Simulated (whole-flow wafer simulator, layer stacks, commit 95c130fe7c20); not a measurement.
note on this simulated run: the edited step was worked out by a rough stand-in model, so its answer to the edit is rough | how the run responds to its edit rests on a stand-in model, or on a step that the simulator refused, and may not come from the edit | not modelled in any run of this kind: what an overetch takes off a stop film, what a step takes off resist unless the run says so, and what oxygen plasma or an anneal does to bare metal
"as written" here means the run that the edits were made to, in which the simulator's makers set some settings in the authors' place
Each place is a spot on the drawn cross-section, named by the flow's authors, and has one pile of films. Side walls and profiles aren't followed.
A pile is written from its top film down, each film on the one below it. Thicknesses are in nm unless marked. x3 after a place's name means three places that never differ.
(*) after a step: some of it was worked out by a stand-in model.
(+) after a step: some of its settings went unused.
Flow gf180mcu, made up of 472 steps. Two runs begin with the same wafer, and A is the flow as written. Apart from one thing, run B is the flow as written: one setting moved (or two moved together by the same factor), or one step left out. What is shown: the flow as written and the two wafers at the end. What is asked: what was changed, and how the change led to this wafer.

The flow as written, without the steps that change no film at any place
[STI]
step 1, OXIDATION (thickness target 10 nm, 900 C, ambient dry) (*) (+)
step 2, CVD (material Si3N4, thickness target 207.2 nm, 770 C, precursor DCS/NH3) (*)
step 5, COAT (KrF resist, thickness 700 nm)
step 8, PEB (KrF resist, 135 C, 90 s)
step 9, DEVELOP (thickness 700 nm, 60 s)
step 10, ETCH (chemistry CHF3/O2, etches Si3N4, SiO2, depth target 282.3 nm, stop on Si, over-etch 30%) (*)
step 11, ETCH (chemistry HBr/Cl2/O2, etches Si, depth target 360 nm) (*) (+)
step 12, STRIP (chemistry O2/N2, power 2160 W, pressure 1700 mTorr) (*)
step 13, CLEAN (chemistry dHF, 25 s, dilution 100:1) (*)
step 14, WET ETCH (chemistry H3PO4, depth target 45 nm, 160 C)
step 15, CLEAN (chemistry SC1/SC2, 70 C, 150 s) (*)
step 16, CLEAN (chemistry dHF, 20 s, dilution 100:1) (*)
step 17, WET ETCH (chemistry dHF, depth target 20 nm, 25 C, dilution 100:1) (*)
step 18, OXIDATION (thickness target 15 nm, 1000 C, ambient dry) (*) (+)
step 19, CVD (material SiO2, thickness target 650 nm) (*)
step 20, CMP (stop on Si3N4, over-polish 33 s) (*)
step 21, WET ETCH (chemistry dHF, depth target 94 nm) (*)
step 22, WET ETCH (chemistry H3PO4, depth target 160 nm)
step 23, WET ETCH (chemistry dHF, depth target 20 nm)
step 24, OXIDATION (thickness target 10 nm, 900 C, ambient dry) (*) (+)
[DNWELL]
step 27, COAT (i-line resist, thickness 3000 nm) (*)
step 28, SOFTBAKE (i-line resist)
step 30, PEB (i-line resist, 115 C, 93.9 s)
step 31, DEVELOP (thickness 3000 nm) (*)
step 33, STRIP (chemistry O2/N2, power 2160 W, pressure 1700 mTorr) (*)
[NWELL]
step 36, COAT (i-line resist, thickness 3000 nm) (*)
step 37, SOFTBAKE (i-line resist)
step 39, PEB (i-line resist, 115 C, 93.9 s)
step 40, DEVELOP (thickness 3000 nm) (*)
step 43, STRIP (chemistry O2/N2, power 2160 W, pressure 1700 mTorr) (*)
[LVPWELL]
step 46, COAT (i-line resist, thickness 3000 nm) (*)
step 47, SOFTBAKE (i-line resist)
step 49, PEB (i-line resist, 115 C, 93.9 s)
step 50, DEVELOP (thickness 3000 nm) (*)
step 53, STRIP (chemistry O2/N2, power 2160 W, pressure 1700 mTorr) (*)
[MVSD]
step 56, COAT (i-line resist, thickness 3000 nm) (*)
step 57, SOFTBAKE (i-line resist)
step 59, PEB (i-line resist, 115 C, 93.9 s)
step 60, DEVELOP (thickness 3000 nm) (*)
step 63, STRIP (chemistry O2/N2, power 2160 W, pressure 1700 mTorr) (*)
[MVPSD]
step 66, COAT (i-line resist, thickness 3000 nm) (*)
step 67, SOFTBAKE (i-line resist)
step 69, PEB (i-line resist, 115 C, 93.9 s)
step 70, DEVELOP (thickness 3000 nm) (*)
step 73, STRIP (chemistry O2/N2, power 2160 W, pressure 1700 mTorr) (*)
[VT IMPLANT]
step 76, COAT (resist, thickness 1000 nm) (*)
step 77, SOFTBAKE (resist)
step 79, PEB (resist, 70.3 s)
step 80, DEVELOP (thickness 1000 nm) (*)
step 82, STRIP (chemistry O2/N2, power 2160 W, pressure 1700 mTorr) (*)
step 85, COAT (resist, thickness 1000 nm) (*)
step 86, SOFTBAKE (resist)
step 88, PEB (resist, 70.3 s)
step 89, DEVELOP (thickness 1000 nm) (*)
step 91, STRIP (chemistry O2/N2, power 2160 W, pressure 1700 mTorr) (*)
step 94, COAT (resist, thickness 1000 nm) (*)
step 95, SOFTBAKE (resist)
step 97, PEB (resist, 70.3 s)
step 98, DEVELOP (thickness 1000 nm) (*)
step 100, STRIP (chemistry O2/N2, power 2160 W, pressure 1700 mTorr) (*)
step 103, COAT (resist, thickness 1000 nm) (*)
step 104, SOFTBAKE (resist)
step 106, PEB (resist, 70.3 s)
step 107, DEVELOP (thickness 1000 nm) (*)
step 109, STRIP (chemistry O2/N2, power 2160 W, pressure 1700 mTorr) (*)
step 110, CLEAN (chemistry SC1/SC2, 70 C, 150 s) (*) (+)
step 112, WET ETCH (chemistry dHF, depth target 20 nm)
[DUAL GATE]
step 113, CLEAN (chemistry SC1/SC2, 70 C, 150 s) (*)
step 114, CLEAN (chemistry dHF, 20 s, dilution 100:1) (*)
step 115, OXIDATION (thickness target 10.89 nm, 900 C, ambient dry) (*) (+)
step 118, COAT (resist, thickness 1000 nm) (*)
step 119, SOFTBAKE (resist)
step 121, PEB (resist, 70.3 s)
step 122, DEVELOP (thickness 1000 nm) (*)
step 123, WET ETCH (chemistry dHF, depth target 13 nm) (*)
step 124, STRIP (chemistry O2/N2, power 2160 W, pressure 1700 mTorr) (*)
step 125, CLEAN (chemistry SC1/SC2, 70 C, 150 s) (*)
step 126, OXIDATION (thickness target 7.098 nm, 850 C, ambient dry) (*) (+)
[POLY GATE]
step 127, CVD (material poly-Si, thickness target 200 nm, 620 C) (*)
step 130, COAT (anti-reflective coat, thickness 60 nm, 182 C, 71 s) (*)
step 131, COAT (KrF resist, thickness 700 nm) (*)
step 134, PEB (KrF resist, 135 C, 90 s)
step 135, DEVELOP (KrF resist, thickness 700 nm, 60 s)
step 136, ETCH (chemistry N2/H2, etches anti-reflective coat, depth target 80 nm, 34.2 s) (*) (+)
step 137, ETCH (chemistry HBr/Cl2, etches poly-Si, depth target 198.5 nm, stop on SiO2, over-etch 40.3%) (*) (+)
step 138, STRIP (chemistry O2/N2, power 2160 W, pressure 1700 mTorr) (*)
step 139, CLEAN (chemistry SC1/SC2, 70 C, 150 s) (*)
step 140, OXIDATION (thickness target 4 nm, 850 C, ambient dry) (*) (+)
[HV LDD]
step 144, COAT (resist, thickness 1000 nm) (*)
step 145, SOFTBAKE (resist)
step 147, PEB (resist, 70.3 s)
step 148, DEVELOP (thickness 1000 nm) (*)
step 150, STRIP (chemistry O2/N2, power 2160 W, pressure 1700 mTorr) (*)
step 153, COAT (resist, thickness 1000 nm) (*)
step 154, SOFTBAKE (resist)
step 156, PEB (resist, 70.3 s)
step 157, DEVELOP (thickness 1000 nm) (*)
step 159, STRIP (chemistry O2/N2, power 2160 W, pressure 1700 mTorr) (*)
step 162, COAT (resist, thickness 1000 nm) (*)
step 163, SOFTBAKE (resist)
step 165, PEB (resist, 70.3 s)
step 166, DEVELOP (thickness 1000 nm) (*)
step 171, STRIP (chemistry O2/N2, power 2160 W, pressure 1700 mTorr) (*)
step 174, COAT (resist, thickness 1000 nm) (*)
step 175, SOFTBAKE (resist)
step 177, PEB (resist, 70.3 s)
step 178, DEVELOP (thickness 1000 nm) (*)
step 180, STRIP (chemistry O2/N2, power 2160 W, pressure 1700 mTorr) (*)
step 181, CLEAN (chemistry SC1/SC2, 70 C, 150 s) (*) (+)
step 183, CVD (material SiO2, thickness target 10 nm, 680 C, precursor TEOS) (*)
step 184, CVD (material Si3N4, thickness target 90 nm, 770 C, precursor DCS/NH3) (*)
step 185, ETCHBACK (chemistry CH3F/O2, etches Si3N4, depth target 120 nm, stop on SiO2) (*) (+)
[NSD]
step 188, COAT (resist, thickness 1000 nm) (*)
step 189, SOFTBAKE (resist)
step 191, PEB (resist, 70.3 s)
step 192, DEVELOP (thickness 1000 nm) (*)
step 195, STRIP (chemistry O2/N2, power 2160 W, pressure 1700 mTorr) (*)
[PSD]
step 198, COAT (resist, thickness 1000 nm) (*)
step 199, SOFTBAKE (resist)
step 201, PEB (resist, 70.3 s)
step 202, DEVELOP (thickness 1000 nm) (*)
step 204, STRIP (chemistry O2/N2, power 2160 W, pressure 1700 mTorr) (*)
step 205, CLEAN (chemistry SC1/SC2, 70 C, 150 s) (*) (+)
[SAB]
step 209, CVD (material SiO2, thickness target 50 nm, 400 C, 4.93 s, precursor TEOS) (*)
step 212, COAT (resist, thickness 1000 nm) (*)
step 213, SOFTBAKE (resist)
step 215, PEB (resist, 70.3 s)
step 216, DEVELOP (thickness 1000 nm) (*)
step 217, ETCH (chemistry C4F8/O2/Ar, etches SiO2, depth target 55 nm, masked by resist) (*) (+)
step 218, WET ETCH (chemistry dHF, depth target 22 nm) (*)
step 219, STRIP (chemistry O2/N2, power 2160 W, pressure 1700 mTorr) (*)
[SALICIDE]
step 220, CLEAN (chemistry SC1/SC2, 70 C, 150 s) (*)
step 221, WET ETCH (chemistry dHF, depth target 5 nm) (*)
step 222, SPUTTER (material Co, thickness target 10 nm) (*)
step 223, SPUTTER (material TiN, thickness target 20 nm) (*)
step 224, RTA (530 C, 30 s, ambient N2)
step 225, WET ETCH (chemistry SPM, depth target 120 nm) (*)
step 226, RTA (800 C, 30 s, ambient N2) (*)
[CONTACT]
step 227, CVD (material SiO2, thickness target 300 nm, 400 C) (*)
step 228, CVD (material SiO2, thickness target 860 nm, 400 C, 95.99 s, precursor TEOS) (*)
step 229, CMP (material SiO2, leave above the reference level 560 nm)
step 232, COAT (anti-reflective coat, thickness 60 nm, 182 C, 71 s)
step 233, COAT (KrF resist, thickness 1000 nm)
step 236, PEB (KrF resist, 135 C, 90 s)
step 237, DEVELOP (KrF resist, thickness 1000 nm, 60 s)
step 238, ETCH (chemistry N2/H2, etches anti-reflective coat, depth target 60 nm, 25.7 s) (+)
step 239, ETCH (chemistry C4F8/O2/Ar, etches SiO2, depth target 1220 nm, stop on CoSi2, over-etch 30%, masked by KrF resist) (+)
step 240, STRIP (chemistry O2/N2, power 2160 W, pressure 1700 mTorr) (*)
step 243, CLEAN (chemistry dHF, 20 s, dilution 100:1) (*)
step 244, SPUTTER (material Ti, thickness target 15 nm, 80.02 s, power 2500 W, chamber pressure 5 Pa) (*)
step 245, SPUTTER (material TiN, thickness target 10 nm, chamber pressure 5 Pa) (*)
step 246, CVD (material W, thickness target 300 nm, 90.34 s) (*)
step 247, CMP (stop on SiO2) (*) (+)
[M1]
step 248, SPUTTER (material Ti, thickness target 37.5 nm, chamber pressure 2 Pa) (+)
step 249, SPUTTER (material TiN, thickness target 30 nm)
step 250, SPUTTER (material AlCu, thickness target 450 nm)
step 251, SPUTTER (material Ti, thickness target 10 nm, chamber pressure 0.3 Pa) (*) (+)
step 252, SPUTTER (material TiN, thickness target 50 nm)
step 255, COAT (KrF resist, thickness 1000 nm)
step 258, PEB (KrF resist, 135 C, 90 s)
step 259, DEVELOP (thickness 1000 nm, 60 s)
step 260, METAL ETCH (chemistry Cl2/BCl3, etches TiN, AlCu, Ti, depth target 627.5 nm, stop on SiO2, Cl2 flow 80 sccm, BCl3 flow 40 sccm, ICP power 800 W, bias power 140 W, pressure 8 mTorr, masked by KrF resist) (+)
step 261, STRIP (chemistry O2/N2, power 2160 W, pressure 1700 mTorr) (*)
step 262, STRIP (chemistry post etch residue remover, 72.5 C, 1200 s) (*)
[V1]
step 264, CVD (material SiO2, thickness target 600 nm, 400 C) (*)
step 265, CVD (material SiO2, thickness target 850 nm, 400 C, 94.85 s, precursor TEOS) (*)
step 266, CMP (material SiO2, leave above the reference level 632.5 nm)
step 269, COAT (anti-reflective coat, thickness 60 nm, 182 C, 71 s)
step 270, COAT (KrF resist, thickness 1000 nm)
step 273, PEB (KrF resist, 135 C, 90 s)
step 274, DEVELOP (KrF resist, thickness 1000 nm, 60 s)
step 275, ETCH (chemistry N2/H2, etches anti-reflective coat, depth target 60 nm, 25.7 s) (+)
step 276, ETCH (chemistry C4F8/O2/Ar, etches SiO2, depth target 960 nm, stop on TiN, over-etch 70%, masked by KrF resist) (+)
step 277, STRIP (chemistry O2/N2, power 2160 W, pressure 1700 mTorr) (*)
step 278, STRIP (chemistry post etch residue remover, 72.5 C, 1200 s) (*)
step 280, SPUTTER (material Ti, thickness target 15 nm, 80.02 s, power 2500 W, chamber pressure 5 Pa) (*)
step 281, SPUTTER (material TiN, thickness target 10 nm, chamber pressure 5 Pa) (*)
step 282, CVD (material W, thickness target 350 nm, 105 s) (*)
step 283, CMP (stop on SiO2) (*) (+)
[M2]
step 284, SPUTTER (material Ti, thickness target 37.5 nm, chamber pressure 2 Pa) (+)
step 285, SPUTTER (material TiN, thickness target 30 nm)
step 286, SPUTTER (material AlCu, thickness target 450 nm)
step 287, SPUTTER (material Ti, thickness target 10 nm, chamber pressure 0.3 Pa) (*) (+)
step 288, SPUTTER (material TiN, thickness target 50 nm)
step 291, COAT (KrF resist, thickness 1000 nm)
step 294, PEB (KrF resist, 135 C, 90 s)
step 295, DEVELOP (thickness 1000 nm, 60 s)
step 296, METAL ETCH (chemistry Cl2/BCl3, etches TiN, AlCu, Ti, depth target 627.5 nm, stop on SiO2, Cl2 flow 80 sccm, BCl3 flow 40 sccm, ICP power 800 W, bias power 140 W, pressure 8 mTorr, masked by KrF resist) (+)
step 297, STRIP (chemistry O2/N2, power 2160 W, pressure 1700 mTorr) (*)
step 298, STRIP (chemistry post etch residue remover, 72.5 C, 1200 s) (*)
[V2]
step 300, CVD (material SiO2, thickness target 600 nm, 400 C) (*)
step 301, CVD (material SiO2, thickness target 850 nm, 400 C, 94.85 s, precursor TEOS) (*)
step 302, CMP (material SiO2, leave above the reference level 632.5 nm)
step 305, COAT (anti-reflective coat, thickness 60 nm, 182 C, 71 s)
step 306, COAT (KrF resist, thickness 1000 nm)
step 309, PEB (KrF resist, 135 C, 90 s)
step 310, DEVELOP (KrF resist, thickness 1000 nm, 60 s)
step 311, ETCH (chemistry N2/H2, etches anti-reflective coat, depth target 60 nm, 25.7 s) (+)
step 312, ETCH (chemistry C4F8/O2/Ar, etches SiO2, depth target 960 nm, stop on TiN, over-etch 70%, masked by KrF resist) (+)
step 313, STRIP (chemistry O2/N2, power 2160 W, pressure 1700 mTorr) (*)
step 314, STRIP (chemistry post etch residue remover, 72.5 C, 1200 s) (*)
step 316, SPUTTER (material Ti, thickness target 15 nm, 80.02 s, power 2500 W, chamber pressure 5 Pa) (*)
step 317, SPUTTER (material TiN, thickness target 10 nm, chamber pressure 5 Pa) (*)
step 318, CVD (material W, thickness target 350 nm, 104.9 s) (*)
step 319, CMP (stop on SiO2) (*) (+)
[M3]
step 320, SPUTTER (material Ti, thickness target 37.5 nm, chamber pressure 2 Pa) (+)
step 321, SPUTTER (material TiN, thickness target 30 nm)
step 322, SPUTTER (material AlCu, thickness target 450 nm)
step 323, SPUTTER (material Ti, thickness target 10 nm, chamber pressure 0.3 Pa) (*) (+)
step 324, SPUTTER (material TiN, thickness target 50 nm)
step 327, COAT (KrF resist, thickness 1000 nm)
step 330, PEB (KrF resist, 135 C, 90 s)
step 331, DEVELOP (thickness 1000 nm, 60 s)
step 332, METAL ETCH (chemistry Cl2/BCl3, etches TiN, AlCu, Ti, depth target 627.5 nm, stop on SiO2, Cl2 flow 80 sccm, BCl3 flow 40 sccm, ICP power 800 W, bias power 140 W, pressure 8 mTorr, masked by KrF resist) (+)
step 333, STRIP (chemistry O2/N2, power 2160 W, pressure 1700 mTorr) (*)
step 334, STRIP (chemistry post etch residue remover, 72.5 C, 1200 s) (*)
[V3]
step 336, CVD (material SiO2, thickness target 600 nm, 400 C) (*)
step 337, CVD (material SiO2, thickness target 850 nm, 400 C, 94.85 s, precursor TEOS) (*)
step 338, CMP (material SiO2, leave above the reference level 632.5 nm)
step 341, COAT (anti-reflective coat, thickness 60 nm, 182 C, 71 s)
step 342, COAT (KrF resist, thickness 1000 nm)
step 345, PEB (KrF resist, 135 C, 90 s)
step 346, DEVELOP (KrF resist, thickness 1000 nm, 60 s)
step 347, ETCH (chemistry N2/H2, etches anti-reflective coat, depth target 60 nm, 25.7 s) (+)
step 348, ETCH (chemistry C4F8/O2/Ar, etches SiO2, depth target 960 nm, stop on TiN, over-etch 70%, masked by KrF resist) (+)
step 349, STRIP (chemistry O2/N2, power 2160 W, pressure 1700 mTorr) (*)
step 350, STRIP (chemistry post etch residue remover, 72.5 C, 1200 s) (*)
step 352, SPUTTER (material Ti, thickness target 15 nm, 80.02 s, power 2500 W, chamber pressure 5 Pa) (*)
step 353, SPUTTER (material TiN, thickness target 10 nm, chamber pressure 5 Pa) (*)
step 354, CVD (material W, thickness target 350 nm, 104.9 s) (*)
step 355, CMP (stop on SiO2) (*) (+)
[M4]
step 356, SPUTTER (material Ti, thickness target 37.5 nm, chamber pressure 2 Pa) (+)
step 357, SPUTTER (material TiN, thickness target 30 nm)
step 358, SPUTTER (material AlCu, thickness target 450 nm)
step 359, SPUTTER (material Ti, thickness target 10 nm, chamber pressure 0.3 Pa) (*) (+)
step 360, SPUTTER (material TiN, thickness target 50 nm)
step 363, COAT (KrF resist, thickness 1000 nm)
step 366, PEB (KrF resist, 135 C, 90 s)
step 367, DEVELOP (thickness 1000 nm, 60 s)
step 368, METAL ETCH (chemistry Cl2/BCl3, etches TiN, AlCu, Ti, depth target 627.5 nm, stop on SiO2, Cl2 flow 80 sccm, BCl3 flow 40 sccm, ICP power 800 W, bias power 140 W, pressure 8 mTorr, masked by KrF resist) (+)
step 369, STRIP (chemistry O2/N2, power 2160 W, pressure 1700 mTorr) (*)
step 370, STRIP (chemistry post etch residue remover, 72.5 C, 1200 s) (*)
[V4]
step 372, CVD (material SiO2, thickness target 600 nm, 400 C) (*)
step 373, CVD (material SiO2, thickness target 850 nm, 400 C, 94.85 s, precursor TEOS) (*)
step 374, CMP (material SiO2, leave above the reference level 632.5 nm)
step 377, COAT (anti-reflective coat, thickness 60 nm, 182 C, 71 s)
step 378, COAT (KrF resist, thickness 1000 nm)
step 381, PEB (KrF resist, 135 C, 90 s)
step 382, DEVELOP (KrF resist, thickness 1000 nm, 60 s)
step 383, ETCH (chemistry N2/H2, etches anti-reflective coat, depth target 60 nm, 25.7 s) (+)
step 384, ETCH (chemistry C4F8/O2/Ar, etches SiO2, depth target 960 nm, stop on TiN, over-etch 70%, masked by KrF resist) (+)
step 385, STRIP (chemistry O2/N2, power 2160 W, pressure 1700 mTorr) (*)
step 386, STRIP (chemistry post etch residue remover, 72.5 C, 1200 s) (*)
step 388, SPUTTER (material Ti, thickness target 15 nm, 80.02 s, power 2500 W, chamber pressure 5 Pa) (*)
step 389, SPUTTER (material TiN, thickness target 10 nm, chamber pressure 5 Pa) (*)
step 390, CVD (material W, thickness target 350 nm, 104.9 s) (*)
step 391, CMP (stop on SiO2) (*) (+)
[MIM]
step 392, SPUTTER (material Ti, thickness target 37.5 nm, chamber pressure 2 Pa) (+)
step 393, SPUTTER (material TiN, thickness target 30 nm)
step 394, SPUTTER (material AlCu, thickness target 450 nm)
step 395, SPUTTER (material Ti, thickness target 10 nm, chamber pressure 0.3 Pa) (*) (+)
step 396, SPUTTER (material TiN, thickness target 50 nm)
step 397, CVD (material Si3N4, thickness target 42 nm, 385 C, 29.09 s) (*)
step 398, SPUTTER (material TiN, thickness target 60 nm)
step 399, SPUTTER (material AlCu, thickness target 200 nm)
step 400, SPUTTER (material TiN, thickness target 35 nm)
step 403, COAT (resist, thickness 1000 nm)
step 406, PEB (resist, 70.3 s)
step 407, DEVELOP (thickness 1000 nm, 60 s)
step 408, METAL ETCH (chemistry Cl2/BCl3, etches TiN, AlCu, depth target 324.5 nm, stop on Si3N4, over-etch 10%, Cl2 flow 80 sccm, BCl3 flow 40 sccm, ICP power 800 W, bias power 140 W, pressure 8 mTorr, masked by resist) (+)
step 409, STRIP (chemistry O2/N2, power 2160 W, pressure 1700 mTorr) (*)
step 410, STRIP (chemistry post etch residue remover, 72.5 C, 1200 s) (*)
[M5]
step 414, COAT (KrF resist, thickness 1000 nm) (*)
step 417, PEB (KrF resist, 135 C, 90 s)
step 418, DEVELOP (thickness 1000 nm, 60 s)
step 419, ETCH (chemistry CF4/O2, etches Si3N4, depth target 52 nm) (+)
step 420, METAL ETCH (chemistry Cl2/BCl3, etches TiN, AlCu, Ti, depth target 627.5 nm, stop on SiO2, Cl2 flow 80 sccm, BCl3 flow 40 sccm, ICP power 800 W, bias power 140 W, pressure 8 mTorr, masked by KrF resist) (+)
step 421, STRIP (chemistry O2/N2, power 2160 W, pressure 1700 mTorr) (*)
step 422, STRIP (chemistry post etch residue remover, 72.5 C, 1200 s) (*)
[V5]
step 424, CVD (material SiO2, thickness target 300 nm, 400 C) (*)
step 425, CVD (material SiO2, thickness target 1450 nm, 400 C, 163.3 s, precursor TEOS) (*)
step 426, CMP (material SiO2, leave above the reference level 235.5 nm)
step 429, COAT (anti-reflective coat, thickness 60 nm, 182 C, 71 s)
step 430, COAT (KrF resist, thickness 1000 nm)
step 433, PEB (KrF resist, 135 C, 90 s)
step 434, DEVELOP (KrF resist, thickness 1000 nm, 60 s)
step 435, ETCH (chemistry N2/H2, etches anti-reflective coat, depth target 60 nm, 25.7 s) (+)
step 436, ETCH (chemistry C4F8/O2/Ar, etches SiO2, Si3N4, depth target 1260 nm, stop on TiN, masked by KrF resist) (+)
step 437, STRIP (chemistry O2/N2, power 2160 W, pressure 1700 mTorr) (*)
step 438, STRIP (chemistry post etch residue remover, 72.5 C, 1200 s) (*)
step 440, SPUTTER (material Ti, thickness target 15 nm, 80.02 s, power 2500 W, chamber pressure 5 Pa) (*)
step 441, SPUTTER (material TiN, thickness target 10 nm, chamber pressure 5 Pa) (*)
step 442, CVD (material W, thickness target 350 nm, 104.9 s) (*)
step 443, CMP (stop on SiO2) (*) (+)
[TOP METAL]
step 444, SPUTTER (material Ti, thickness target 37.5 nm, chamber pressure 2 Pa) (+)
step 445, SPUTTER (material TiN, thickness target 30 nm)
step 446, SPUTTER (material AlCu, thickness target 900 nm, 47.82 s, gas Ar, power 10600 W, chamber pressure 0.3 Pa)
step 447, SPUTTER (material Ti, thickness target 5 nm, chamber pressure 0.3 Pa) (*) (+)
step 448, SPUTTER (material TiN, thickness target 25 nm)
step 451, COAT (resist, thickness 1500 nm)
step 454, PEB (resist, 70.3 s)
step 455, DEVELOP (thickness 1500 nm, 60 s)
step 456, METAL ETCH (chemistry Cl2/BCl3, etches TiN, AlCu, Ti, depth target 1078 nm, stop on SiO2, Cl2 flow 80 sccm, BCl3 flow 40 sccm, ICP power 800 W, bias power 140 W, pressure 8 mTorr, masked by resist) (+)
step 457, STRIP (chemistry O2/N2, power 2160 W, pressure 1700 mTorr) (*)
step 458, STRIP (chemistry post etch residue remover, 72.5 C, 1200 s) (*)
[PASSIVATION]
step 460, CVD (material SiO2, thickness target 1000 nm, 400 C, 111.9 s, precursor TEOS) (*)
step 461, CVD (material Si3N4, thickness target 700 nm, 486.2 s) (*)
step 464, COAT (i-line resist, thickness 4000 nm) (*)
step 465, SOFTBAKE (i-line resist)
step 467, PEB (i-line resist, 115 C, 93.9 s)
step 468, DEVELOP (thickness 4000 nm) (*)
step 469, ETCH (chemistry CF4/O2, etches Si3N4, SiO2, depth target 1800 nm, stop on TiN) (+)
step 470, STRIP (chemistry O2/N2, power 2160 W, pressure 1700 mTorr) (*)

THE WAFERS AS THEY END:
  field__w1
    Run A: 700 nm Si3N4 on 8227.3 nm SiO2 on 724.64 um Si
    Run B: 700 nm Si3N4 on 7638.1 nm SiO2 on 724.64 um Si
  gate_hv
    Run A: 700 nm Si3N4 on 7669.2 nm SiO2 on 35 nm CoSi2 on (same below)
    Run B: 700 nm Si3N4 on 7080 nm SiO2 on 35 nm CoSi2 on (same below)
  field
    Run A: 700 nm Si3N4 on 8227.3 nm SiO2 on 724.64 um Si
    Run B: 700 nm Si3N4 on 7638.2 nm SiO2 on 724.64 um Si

The reason: step 460, CVD: thickness target 400 nm was run, while the flow as written has thickness target 1000 nm; step 460, CVD: 44.78 s was run, where the flow has 111.9 s.

The path from the change to this, step by step:
  step 460, CVD (material SiO2, thickness target 1000 nm, 400 C, 111.9 s, precursor TEOS) (*)
      field, field__w1, field__w2 and 103 more: A +1000 SiO2 | B +410.9 SiO2
      field__w8, contact, m1, m1__w1, pad, m1_nw: A +1000 SiO2 (new film) | B +410.9 SiO2 (new film)
  step 465, SOFTBAKE (i-line resist)
      gate: A +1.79 i-line resist | B -0.48 i-line resist
      ld_acc_p, ld_fp_p, ld_drift_p: A +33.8 i-line resist | B +26.4 i-line resist
      (as well as at 57 more places)
  step 469, ETCH (chemistry CF4/O2, etches Si3N4, SiO2, depth target 1800 nm, stop on TiN) (+)
      field, field__w1, field__w2 and 108 more: A -1200 i-line resist | B -1110.9 i-line resist
      pad: A -700 Si3N4 (all of it), -1000 SiO2 (all of it) | B -700 Si3N4 (all of it), -410.9 SiO2 (all of it)
  step 470, STRIP (chemistry O2/N2, power 2160 W, pressure 1700 mTorr) (*)
      iso_ptap_pw, iso_ntap_nw, iso_nw_fld and 33 more: A -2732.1 i-line resist (all of it) | B -2821.2 i-line resist (all of it)
      p_well, sti, spacer, sd_n, mim_1p0, dice_street: A -2738.3 i-line resist (all of it) | B -2826.3 i-line resist (all of it)
      (as well as at 69 more places)
